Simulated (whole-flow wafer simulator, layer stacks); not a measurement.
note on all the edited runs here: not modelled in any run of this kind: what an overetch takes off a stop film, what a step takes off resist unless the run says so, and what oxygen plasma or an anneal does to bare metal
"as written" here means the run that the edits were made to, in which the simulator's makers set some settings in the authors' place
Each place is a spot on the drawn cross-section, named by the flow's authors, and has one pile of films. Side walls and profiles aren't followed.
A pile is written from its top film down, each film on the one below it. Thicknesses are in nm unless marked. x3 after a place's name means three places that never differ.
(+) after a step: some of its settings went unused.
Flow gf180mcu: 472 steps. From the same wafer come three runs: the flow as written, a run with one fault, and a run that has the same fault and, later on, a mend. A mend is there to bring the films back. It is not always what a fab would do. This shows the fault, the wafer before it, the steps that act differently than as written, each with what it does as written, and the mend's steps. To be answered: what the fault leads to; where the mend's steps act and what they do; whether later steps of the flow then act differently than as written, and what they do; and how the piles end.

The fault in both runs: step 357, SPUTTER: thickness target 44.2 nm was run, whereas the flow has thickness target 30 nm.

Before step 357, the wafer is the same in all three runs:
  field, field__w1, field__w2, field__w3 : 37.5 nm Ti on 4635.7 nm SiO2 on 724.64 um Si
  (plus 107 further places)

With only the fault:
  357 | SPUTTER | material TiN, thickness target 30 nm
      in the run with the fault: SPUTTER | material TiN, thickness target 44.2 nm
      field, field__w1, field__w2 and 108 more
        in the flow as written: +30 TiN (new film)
        in the run with the fault: +44.2 TiN (new film)
  Steps later in the flow that act otherwise than as written:
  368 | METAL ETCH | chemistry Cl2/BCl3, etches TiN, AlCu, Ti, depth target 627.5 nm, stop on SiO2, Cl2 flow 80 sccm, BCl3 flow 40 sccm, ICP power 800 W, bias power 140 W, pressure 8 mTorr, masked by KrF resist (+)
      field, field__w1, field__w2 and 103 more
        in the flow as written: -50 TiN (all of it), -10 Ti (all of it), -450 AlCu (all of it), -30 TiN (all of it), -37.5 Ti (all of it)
        in the run with the fault: -50 TiN (all of it), -10 Ti (all of it), -450 AlCu (all of it), -44.2 TiN (all of it), -37.5 Ti (all of it)
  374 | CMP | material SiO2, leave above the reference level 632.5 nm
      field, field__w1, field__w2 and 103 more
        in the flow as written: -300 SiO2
        in the run with the fault: -285.8 SiO2
  At field__w8, contact, m1, m1__w1, m1_nw, the piles at the end differ from the flow's by more than 2% or 0.5 nm, whichever is larger.
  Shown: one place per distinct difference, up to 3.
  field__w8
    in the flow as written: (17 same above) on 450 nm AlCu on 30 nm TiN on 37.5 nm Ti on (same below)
    in the run with the fault: (17 same above) on 450 nm AlCu on 44.2 nm TiN on 37.5 nm Ti on (same below)
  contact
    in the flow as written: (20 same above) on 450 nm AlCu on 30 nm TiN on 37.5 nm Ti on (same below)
    in the run with the fault: (20 same above) on 450 nm AlCu on 44.2 nm TiN on 37.5 nm Ti on (same below)

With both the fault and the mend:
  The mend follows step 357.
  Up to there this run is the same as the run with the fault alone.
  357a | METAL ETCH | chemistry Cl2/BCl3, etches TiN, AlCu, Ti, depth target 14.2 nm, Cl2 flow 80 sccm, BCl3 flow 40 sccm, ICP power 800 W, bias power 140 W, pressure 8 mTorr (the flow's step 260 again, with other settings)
      field, field__w1, field__w2 and 108 more
        -14.2 TiN
  Later steps of the flow that are run all act as written at every place that is followed.
  By the end, the piles equal the flow's at every place that both follow.
